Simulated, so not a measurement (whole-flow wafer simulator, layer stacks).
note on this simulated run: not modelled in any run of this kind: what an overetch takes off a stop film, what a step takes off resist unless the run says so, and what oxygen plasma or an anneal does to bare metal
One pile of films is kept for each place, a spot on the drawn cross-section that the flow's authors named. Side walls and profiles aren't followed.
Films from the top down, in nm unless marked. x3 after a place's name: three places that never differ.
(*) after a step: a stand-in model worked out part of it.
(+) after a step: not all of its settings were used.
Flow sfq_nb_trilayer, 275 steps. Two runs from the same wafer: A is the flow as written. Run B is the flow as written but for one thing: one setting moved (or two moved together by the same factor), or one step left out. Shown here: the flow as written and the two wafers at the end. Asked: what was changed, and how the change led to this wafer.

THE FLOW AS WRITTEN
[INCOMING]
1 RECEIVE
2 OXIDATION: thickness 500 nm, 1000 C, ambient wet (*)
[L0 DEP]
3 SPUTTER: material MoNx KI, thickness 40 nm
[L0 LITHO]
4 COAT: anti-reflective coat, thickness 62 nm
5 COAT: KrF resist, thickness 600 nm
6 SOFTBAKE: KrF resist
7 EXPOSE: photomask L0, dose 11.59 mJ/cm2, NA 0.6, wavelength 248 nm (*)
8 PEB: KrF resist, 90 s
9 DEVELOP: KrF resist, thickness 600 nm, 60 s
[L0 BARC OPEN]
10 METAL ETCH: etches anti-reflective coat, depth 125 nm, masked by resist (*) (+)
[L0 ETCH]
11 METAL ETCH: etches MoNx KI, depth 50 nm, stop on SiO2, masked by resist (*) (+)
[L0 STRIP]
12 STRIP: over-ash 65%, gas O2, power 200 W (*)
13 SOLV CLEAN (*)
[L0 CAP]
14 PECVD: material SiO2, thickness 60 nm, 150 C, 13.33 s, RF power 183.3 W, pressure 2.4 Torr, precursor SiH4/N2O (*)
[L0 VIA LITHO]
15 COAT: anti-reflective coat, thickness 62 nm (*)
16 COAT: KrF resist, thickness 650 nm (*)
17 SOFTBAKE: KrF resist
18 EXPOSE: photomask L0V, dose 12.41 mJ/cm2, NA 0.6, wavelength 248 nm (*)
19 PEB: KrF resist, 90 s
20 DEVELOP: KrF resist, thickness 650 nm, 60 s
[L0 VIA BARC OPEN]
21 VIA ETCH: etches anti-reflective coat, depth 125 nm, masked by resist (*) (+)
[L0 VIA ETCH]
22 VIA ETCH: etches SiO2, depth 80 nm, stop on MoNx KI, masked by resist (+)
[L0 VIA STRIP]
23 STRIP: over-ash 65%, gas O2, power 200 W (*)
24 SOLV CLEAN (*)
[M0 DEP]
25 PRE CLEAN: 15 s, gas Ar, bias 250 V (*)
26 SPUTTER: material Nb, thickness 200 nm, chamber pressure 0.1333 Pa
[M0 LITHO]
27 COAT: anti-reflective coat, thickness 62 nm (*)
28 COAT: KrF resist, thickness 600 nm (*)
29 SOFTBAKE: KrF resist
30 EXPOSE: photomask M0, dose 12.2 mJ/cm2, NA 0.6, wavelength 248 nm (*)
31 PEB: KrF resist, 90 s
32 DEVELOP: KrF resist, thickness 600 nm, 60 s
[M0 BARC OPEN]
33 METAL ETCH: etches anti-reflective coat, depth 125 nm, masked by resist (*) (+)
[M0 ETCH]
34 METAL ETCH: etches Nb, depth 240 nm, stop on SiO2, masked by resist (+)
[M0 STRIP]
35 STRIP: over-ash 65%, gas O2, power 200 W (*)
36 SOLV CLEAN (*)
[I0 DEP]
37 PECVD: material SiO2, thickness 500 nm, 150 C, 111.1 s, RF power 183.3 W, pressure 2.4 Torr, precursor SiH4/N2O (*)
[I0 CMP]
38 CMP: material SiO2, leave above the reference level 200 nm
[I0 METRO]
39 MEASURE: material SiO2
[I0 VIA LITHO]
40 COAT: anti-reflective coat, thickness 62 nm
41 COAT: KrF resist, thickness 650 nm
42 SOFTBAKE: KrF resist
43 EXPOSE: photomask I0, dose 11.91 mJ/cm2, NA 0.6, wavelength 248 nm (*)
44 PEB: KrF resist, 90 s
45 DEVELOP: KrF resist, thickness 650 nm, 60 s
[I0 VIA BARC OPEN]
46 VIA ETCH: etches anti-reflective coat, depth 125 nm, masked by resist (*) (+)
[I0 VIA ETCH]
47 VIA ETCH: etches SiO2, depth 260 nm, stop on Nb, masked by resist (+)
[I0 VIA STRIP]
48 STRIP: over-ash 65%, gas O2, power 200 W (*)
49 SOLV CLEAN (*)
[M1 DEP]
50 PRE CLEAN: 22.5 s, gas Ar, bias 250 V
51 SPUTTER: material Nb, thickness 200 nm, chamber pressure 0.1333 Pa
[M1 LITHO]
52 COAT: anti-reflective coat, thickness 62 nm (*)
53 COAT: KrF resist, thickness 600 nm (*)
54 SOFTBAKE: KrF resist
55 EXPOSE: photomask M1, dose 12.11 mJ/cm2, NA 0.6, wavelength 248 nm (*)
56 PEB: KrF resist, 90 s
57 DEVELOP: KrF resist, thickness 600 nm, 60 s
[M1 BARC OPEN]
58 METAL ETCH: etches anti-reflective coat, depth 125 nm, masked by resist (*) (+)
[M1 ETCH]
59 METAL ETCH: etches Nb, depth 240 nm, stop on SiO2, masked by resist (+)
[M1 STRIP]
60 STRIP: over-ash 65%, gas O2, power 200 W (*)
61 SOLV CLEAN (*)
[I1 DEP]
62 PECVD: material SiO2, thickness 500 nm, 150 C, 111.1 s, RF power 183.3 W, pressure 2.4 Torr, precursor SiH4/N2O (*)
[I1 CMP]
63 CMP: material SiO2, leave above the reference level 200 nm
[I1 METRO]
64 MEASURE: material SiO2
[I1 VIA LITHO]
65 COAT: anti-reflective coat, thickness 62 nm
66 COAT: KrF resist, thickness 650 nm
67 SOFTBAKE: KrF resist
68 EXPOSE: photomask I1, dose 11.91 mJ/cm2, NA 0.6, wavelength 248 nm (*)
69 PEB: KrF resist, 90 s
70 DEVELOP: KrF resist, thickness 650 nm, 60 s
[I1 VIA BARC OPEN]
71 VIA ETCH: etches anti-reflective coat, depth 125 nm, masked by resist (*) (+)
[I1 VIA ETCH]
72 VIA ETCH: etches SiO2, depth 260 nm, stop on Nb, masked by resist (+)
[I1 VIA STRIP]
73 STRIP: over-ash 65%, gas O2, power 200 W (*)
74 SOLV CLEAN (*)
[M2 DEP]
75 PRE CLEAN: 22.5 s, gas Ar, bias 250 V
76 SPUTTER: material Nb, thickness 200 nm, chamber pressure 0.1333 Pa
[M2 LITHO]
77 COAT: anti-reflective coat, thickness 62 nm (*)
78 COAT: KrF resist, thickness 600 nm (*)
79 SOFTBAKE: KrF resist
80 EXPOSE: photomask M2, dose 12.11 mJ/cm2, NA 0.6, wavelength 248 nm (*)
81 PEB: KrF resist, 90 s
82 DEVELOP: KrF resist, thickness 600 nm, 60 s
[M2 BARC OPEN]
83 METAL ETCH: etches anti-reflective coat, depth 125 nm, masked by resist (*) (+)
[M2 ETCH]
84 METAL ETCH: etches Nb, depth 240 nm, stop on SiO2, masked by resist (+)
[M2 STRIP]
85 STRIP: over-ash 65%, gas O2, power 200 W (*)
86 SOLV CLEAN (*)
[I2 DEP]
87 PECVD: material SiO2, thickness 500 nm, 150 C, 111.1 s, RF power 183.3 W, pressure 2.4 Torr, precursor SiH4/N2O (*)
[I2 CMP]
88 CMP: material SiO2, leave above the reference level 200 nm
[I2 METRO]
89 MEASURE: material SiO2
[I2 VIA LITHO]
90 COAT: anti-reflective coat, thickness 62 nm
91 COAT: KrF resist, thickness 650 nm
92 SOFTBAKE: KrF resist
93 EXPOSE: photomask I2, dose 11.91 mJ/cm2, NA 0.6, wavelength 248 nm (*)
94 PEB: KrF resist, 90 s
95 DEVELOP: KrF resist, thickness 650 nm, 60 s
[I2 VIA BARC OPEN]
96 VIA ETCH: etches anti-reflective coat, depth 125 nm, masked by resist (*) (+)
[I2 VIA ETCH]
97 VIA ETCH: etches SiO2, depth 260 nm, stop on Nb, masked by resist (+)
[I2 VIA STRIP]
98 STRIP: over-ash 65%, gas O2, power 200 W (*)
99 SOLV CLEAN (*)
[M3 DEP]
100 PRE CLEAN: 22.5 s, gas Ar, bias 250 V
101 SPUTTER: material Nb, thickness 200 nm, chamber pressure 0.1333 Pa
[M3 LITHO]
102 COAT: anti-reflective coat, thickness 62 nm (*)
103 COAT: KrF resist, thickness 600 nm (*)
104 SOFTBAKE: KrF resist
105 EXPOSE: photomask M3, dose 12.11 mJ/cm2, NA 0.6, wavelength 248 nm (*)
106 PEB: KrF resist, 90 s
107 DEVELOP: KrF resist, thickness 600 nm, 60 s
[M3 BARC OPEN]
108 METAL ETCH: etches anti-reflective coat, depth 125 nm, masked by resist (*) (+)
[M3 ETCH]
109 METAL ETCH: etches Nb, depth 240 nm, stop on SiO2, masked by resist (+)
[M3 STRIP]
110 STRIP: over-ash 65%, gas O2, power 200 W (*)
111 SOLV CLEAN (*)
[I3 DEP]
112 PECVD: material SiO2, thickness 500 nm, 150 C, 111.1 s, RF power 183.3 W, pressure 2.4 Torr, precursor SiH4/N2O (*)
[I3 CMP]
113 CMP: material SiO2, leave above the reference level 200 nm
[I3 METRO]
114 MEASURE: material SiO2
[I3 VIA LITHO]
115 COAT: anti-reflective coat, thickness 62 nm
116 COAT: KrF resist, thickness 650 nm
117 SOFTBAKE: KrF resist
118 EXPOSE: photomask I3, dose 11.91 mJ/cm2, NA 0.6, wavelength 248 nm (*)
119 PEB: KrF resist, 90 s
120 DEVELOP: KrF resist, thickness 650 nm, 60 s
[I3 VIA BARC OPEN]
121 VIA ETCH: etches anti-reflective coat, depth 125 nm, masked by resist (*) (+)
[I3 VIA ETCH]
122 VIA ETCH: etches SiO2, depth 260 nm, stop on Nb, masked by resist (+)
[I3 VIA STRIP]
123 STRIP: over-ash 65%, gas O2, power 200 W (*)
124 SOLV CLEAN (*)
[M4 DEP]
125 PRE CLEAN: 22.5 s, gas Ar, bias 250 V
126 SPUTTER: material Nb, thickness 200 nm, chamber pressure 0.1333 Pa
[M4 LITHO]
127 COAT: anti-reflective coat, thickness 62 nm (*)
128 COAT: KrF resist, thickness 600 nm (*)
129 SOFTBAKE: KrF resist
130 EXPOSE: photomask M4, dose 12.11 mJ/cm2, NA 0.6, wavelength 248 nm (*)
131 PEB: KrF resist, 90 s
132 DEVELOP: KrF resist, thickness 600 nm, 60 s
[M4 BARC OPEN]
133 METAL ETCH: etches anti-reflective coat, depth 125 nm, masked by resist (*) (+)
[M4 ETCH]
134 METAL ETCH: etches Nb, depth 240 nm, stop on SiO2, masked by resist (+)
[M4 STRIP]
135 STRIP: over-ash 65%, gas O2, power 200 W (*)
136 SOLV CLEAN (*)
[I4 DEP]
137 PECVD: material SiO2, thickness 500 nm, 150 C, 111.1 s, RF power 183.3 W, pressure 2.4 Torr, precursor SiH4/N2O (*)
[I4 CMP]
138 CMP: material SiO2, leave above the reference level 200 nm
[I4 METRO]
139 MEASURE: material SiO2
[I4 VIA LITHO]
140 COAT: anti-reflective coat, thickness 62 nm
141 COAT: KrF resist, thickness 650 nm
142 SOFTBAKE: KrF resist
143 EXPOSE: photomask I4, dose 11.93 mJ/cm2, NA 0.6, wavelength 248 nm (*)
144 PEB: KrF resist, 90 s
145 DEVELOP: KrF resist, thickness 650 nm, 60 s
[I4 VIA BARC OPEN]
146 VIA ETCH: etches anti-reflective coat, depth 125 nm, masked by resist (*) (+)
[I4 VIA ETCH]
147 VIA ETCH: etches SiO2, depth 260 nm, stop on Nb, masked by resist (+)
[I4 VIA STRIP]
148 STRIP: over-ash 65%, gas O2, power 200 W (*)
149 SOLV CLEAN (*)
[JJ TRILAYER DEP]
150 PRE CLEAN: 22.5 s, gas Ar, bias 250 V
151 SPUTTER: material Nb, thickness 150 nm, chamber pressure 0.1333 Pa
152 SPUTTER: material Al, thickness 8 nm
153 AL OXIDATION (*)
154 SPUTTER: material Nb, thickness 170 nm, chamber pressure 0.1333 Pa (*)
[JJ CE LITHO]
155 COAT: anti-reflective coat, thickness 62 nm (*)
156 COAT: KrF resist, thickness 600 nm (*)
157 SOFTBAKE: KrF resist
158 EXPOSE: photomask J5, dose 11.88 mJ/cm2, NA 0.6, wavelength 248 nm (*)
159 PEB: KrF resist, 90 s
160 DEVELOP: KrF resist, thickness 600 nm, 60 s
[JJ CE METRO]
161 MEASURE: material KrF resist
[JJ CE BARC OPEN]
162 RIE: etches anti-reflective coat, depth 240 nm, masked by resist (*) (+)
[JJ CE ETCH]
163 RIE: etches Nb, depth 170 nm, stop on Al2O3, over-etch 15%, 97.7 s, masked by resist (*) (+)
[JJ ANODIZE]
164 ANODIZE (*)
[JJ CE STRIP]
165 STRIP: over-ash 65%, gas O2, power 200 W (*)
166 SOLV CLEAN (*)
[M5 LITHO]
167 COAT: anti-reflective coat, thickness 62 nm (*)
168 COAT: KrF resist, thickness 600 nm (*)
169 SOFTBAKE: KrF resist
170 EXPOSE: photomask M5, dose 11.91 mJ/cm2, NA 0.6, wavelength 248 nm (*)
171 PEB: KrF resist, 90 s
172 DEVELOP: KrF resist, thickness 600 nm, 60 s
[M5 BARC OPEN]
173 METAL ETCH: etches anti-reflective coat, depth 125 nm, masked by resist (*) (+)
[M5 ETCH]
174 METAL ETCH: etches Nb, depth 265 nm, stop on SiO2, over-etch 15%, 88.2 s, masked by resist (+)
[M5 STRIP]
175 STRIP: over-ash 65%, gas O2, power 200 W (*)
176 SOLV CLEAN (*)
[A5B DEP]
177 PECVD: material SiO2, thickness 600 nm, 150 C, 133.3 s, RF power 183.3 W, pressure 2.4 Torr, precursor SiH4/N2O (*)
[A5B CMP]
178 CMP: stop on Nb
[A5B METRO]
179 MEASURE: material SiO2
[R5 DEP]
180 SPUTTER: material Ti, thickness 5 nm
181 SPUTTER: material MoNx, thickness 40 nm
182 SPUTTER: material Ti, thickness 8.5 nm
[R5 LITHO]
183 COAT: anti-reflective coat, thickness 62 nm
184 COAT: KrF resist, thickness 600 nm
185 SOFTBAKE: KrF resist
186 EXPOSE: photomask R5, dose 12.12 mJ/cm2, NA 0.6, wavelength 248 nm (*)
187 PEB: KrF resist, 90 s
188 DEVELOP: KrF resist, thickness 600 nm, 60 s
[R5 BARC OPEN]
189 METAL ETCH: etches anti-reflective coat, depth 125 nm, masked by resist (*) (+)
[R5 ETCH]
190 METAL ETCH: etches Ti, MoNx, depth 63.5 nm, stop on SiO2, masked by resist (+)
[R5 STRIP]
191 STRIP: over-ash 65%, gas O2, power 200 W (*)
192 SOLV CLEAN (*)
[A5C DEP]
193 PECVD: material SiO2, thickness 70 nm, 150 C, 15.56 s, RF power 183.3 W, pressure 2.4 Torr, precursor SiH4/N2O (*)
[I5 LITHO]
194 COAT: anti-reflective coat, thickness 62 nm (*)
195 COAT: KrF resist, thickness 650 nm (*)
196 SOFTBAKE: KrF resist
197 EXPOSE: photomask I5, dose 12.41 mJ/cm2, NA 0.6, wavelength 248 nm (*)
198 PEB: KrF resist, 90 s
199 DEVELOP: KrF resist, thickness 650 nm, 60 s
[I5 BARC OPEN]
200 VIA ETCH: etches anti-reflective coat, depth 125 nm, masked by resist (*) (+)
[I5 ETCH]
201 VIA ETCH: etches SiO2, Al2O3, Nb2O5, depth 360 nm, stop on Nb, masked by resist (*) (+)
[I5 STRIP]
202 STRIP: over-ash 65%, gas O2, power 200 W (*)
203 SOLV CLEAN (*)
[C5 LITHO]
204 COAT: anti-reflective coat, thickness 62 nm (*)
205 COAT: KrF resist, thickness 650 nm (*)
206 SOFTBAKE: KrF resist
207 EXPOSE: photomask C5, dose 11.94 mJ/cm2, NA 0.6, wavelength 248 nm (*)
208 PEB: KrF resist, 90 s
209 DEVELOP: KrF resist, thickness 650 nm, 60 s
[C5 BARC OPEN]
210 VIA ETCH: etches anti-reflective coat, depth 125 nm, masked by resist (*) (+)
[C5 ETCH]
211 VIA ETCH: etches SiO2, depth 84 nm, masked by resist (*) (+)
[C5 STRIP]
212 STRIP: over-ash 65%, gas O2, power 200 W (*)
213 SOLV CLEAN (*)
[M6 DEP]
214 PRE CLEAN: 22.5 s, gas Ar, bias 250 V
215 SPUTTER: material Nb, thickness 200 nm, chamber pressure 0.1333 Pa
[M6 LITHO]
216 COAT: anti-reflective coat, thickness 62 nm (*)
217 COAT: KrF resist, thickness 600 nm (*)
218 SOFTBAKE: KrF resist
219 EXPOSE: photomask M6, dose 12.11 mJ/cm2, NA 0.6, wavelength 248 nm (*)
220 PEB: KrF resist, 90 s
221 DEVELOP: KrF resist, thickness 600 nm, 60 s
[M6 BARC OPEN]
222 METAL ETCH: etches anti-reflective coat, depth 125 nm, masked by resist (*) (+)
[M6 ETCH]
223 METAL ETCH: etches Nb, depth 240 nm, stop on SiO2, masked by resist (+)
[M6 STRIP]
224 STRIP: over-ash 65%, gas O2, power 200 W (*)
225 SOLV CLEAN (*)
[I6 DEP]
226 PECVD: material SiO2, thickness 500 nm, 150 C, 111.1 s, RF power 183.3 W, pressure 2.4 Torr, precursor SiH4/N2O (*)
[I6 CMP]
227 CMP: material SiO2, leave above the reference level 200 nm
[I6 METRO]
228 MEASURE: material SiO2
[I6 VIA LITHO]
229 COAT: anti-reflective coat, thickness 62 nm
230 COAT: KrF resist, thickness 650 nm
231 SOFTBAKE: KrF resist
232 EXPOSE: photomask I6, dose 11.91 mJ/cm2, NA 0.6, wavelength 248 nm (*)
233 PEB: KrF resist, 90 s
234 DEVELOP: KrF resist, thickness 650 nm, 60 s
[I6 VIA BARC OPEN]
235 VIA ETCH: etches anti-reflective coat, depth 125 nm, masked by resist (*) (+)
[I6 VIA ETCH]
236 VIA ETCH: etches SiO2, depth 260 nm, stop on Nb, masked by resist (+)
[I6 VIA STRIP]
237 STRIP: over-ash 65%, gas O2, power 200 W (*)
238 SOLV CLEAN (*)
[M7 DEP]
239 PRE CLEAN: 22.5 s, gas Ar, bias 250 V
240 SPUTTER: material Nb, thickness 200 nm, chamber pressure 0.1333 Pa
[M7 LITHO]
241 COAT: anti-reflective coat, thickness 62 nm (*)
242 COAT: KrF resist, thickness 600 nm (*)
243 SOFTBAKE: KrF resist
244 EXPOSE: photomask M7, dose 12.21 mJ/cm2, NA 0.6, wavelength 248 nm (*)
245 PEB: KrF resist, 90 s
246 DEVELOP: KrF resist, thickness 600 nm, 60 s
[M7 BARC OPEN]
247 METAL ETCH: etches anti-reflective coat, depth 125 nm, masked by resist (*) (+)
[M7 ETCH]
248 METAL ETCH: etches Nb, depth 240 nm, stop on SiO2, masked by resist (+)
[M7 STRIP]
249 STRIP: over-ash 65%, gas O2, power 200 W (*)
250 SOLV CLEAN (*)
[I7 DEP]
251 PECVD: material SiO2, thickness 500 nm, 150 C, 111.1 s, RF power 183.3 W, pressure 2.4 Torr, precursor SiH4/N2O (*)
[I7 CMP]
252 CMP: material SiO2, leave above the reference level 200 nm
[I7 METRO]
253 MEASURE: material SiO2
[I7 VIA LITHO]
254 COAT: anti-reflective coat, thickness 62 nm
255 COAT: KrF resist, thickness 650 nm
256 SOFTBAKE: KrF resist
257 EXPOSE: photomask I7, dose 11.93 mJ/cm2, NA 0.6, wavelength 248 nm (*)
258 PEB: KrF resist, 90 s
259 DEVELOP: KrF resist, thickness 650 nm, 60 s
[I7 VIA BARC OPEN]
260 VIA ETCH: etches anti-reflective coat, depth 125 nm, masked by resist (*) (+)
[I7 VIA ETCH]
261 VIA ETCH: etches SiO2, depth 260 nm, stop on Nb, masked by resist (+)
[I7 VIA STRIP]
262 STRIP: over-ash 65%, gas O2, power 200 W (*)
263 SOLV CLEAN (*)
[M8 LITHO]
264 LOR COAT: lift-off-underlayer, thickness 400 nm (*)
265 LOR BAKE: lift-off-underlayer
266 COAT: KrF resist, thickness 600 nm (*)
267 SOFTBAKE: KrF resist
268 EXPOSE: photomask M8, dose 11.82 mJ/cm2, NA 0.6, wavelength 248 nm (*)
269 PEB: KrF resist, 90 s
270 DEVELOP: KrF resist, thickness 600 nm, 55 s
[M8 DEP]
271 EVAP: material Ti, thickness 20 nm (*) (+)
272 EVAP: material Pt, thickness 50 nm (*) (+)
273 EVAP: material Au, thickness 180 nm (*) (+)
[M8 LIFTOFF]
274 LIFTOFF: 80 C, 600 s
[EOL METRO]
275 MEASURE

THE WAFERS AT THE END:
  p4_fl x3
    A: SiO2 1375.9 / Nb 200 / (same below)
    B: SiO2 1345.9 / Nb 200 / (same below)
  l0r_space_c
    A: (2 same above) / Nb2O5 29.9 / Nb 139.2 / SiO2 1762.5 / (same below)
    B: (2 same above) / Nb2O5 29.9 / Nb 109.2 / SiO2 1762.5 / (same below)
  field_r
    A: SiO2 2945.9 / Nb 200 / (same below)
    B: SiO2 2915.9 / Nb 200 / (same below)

The cause: step 151, SPUTTER: thickness 120 nm was run, where the flow has thickness 150 nm.

How the change led to this, step by step:
  151 SPUTTER: material Nb, thickness 150 nm, chamber pressure 0.1333 Pa
      field_l, v_sur, via_sp and 100 more: A Nb +150 (new film) | B Nb +120 (new film)
      via_wl, via_w, via_wr: A Nb +130.4 | B Nb +104.1
  155 COAT: anti-reflective coat, thickness 62 nm (*)
      via_wl, via_wr: A anti-reflective coat +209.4 (new film) | B anti-reflective coat +201.6 (new film)
      via_w: A anti-reflective coat +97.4 (new film) | B anti-reflective coat +95.1 (new film)
  162 RIE: etches anti-reflective coat, depth 240 nm, masked by resist (*) (+)
      ce_l, c5j, ce_r, wl_jj: A KrF resist -209.4 | B KrF resist -201.6
      via_wl, via_wr: A anti-reflective coat -209.4 (all of it) | B anti-reflective coat -201.6 (all of it)
      (and at 1 more place)
  165 STRIP: over-ash 65%, gas O2, power 200 W (*)
      c5j, ce_r: A KrF resist -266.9 (all of it), anti-reflective coat -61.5 (all of it) | B KrF resist -274.7 (all of it), anti-reflective coat -61.5 (all of it)
      ce_l: A KrF resist -266.8 (all of it), anti-reflective coat -61.4 (all of it) | B KrF resist -274.6 (all of it), anti-reflective coat -61.4 (all of it)
      (and at 1 more place)
  167 COAT: anti-reflective coat, thickness 62 nm (*)
      via_wl: A anti-reflective coat +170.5 (new film) | B anti-reflective coat +165.9 (new film)
      via_wr: A anti-reflective coat +170.6 (new film) | B anti-reflective coat +166 (new film)
      (and at 1 more place)
  174 METAL ETCH: etches Nb, depth 265 nm, stop on SiO2, over-etch 15%, 88.2 s, masked by resist (+)
      field_l, r_sur, res and 50 more: A Al2O3 -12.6 (all of it), Nb2O5 -29.9 (all of it), Nb -139.2 (all of it), SiO2 -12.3 | B Al2O3 -12.6 (all of it), Nb2O5 -29.9 (all of it), Nb -109.2 (all of it), SiO2 -15.3
  175 STRIP: over-ash 65%, gas O2, power 200 W (*)
      via_wl: A KrF resist -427 (all of it), anti-reflective coat -170.5 (all of it) | B KrF resist -428.3 (all of it), anti-reflective coat -165.9 (all of it)
      via_wr: A KrF resist -427.6 (all of it), anti-reflective coat -170.6 (all of it) | B KrF resist -429 (all of it), anti-reflective coat -166 (all of it)
      (and at 1 more place)
  178 CMP: stop on Nb
      field_l, p4_fl x3, p4_w1 x9 and 29 more: A SiO2 -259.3 | B SiO2 -286.3
      r_sur, res, r_end, moat, field_r, lsp_l: A SiO2 -252.3 | B SiO2 -280.3
      (and at 5 more places)
